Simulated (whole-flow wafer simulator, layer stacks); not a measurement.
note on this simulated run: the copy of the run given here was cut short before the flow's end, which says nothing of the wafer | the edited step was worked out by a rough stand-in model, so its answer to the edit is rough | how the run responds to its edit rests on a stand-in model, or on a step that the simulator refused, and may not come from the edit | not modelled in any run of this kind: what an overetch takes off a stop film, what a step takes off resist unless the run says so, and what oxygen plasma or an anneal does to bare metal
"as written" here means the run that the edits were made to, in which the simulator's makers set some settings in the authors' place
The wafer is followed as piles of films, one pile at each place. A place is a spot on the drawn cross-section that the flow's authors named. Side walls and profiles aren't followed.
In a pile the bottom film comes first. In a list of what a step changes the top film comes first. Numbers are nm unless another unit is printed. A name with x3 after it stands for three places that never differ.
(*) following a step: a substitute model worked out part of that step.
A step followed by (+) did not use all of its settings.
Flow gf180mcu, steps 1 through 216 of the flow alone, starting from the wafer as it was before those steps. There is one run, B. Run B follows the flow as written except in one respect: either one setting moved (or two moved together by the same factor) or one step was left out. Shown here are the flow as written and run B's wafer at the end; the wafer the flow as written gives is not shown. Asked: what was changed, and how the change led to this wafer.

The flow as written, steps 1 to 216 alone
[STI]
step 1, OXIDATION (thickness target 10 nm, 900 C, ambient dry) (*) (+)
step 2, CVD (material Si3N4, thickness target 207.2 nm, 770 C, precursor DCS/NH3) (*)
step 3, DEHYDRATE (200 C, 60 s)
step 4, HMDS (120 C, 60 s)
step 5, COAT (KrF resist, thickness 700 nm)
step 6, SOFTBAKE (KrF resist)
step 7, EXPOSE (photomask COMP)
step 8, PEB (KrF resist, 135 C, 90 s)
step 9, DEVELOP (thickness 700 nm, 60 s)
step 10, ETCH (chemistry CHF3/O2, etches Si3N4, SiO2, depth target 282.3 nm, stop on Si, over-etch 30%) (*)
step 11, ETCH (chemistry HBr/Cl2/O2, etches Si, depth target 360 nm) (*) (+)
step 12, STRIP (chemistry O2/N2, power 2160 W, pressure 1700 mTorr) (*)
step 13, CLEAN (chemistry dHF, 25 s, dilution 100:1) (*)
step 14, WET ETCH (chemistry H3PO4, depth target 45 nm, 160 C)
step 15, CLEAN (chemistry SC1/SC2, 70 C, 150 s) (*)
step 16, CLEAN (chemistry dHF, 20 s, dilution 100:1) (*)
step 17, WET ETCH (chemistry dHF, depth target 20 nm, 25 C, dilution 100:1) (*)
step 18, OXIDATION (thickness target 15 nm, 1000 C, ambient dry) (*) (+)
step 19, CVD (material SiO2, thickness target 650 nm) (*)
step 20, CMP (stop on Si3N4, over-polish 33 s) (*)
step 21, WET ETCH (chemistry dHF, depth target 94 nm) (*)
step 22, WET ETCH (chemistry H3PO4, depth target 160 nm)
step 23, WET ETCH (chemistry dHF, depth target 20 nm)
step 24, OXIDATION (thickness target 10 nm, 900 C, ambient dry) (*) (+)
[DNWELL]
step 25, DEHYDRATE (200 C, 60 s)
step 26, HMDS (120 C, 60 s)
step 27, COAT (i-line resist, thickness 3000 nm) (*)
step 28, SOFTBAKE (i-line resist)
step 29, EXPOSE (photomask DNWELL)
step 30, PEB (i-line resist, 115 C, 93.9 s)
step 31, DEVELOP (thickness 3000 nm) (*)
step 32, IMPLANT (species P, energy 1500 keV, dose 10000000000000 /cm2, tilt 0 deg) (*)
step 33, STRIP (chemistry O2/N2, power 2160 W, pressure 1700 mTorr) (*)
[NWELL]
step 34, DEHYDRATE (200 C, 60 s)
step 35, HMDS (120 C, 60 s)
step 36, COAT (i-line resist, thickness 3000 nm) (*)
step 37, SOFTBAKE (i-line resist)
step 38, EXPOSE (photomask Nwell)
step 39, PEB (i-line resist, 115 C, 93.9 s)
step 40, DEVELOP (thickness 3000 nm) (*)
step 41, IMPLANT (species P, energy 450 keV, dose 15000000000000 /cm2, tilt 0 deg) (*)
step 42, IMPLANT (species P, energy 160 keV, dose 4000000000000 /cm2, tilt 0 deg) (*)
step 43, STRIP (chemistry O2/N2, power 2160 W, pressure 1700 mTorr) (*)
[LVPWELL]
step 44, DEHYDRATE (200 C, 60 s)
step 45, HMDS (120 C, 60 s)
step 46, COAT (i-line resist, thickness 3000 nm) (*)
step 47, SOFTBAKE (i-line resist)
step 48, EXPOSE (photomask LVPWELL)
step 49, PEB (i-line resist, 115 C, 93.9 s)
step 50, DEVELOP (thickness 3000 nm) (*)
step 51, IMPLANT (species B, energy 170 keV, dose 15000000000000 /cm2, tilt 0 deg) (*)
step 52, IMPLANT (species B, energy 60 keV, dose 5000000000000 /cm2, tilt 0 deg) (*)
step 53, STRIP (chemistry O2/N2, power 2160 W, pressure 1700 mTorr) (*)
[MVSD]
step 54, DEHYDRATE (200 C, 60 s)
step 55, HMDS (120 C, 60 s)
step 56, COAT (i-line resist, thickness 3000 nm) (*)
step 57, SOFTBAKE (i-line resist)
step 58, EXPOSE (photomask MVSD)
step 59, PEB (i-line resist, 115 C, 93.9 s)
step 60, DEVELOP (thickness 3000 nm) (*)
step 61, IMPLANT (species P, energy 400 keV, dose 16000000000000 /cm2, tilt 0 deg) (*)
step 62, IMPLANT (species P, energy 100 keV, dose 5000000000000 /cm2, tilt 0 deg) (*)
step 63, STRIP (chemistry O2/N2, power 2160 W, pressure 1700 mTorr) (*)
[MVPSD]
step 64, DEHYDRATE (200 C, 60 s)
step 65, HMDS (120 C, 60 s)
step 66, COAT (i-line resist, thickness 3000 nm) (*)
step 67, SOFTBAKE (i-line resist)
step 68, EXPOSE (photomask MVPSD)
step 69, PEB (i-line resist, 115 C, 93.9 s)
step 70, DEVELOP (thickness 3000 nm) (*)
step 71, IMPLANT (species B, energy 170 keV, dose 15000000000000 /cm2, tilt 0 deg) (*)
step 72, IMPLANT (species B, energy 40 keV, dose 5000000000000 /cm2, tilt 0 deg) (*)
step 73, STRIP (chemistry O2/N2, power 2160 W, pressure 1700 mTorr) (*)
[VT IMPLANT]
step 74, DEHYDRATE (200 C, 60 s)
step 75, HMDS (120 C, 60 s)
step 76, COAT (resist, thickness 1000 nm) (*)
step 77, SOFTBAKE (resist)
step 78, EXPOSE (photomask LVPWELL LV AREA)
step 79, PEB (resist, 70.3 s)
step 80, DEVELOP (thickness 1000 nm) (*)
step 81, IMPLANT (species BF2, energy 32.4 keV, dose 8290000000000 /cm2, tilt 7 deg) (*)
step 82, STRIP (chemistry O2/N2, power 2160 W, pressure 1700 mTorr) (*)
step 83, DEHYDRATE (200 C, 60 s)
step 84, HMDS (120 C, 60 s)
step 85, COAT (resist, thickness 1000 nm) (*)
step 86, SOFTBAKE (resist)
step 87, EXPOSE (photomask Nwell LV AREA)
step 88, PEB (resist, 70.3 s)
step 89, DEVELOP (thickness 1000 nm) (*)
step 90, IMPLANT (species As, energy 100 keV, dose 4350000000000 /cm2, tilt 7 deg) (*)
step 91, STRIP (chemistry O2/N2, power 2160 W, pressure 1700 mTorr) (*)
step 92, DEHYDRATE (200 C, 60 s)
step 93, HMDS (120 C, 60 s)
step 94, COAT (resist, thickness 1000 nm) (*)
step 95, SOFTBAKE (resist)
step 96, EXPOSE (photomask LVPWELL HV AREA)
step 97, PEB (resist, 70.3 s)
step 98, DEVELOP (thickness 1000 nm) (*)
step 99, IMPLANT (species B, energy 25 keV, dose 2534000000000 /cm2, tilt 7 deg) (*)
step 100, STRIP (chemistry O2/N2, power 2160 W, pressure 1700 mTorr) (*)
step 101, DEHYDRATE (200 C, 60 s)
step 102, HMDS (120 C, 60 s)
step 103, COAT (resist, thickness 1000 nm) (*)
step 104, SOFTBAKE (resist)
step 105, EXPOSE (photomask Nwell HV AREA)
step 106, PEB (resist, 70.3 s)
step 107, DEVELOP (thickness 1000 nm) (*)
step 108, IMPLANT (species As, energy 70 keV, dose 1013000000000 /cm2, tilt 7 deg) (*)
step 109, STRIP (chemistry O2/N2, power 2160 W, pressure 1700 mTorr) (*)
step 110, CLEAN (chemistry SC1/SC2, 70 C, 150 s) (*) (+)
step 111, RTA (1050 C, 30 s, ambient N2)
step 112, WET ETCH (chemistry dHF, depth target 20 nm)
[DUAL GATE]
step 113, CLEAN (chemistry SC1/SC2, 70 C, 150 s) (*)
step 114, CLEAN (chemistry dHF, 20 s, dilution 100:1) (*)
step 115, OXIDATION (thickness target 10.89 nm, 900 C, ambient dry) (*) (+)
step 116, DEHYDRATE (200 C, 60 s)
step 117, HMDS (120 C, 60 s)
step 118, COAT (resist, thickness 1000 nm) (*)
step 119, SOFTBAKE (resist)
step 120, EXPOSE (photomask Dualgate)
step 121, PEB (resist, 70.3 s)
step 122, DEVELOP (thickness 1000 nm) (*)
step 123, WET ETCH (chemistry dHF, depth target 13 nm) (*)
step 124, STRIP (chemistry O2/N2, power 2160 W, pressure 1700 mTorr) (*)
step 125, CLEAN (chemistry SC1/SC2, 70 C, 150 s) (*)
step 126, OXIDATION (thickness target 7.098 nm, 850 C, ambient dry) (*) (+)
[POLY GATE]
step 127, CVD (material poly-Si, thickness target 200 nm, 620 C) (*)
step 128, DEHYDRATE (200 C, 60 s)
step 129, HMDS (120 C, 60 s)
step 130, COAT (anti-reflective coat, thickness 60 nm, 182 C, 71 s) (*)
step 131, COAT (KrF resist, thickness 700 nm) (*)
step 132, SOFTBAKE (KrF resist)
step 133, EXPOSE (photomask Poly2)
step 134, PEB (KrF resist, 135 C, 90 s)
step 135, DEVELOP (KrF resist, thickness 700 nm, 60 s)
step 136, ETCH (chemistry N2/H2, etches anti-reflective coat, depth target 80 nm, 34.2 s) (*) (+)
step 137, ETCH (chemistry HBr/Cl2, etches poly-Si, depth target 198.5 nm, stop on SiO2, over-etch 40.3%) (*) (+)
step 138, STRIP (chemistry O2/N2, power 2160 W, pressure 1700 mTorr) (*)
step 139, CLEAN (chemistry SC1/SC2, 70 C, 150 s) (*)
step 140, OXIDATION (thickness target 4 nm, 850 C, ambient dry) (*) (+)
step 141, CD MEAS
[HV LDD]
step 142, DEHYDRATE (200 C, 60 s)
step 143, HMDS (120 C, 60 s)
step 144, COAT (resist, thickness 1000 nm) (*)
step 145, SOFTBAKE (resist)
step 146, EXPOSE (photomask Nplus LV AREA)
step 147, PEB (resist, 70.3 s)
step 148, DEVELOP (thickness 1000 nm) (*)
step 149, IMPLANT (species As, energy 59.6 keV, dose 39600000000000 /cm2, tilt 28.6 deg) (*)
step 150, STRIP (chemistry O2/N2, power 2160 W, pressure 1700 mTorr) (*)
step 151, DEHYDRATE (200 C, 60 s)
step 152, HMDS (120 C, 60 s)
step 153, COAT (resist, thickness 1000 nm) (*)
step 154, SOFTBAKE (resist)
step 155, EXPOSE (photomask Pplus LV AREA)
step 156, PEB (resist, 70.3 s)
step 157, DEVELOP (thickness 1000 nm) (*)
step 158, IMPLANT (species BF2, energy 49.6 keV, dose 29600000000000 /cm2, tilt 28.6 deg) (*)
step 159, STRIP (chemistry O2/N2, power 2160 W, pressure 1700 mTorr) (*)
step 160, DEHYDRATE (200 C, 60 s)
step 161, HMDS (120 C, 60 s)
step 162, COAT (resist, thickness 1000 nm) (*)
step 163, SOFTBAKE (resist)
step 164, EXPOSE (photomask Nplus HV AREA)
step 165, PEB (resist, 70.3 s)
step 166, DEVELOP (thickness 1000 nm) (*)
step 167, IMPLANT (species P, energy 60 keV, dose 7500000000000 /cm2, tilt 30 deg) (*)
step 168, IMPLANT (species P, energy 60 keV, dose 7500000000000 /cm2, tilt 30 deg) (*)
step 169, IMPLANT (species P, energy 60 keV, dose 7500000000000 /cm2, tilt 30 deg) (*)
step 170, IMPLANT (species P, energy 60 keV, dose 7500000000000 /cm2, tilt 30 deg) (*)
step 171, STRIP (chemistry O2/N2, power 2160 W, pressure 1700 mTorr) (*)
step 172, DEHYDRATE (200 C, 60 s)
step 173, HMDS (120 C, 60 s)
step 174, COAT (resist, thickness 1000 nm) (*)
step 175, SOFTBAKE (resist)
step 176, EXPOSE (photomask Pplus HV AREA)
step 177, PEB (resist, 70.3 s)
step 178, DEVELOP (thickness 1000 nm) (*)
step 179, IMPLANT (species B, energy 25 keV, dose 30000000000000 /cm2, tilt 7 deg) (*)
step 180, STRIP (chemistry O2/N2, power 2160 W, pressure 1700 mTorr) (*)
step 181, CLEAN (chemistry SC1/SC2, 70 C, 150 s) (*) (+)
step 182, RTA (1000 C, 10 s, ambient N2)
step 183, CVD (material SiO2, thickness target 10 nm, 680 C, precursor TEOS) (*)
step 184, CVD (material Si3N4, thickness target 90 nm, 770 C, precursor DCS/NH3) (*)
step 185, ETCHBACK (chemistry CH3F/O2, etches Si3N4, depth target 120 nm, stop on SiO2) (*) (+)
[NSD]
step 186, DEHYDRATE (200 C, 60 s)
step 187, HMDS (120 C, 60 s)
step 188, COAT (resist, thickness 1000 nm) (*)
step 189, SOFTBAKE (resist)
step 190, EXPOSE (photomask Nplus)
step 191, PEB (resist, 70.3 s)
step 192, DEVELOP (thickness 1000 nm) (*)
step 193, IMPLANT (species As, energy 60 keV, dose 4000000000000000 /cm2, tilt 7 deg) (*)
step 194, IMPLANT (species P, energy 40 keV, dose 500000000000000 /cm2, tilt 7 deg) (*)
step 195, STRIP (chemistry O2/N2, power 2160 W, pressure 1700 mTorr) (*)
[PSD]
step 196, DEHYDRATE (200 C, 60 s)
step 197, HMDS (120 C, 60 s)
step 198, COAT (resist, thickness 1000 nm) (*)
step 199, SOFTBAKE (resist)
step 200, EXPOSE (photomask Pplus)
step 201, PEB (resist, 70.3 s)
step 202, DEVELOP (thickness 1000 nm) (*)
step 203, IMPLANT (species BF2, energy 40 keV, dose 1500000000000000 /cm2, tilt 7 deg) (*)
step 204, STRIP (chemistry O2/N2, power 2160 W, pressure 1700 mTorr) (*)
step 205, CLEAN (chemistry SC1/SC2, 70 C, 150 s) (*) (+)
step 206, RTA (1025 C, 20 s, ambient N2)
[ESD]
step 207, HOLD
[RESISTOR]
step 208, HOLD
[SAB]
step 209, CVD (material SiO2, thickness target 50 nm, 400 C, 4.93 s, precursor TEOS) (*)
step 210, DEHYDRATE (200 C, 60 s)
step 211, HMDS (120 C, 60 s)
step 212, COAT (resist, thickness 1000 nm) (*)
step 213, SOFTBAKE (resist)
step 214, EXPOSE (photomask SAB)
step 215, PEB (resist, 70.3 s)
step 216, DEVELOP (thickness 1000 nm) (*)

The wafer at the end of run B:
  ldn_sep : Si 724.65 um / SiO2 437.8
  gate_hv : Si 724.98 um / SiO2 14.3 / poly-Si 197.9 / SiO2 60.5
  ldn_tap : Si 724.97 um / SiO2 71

What caused this: step 1, OXIDATION: 1012 C was run, while the flow as written has 900 C.

How this came from the change, step by step:
  step 1, OXIDATION (thickness target 10 nm, 900 C, ambient dry) (*) (+)
      field, field_sub, active and 77 more: +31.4 SiO2 (new film), -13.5 Si (in the flow as written it would be: +10 SiO2 (new film), -4.11 Si)
  step 10, ETCH (chemistry CHF3/O2, etches Si3N4, SiO2, depth target 282.3 nm, stop on Si, over-etch 30%) (*)
      field, field_sub, sti and 34 more: -207.2 Si3N4 (all of it), -31.4 SiO2 (all of it), -8.75 Si (in the flow as written it would be: -207.2 Si3N4 (all of it), -10 SiO2 (all of it), -13 Si)
  step 11, ETCH (chemistry HBr/Cl2/O2, etches Si, depth target 360 nm) (*) (+)
      active, n_well, p_well and 40 more: -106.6 KrF resist (in the flow as written it would be: -112.3 KrF resist)
      field, field_sub, sti and 34 more: -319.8 Si (in the flow as written it would be: -337 Si)
  step 23, WET ETCH (chemistry dHF, depth target 20 nm)
      active, n_well, p_well and 40 more: -20 SiO2 (in the flow as written it would be: -9.93 SiO2 (all of it))
  step 24, OXIDATION (thickness target 10 nm, 900 C, ambient dry) (*) (+)
      active, n_well, p_well and 40 more: +6.61 SiO2, -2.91 Si (in the flow as written it would be: +10 SiO2 (new film), -4.4 Si)
  step 28, SOFTBAKE (i-line resist)
      ldn_fp, ldn_drn: +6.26 i-line resist (in the flow as written it would be: +4.83 i-line resist)
      field: +3.32 i-line resist (in the flow as written it would be: +2.45 i-line resist)
      (also at 37 further places)
  step 37, SOFTBAKE (i-line resist)
      ldn_fp, ldn_drn: +6.26 i-line resist (in the flow as written it would be: +4.83 i-line resist)
      field: +3.32 i-line resist (in the flow as written it would be: +2.45 i-line resist)
      (also at 37 further places)
  step 47, SOFTBAKE (i-line resist)
      ldn_fp, ldn_drn: +6.26 i-line resist (in the flow as written it would be: +4.83 i-line resist)
      field: +3.32 i-line resist (in the flow as written it would be: +2.45 i-line resist)
      (also at 37 further places)
  step 57, SOFTBAKE (i-line resist)
      ldn_fp, ldn_drn: +6.26 i-line resist (in the flow as written it would be: +4.83 i-line resist)
      field: +3.32 i-line resist (in the flow as written it would be: +2.45 i-line resist)
      (also at 37 further places)
  step 67, SOFTBAKE (i-line resist)
      ldn_fp, ldn_drn: +6.26 i-line resist (in the flow as written it would be: +4.83 i-line resist)
      field: +3.32 i-line resist (in the flow as written it would be: +2.45 i-line resist)
      (also at 37 further places)
  step 77, SOFTBAKE (resist)
      gate_p_hv: +2.38 resist (in the flow as written it would be: +1.75 resist)
      iso_ptap_sub: +2.46 resist (in the flow as written it would be: +1.9 resist)
  step 86, SOFTBAKE (resist)
      gate_p_hv: +2.38 resist (in the flow as written it would be: +1.75 resist)
      iso_ptap_sub: +2.46 resist (in the flow as written it would be: +1.9 resist)
  step 95, SOFTBAKE (resist)
      gate_p_hv: +2.38 resist (in the flow as written it would be: +1.75 resist)
      iso_ptap_sub: +2.46 resist (in the flow as written it would be: +1.9 resist)
  step 104, SOFTBAKE (resist)
      gate_p_hv: +2.38 resist (in the flow as written it would be: +1.75 resist)
      iso_ptap_sub: +2.46 resist (in the flow as written it would be: +1.9 resist)
  step 112, WET ETCH (chemistry dHF, depth target 20 nm)
      active, n_well, p_well and 40 more: -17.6 SiO2 (all of it) (in the flow as written it would be: -9.66 SiO2 (all of it))
  step 119, SOFTBAKE (resist)
      ldn_src, ldp_gr: +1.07 resist (in the flow as written it would be: +0.57 resist)
      ldn_drn, ldp_drn: -1.17 resist (in the flow as written it would be: -0.62 resist)
      (also at 21 further places)
  ... 16 other steps ...
  step 213, SOFTBAKE (resist)
      field__w6: +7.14 resist (in the flow as written it would be: +7.87 resist)
      field__w8: -1.22 resist (in the flow as written it would be: -1.94 resist)
      (also at 23 further places)
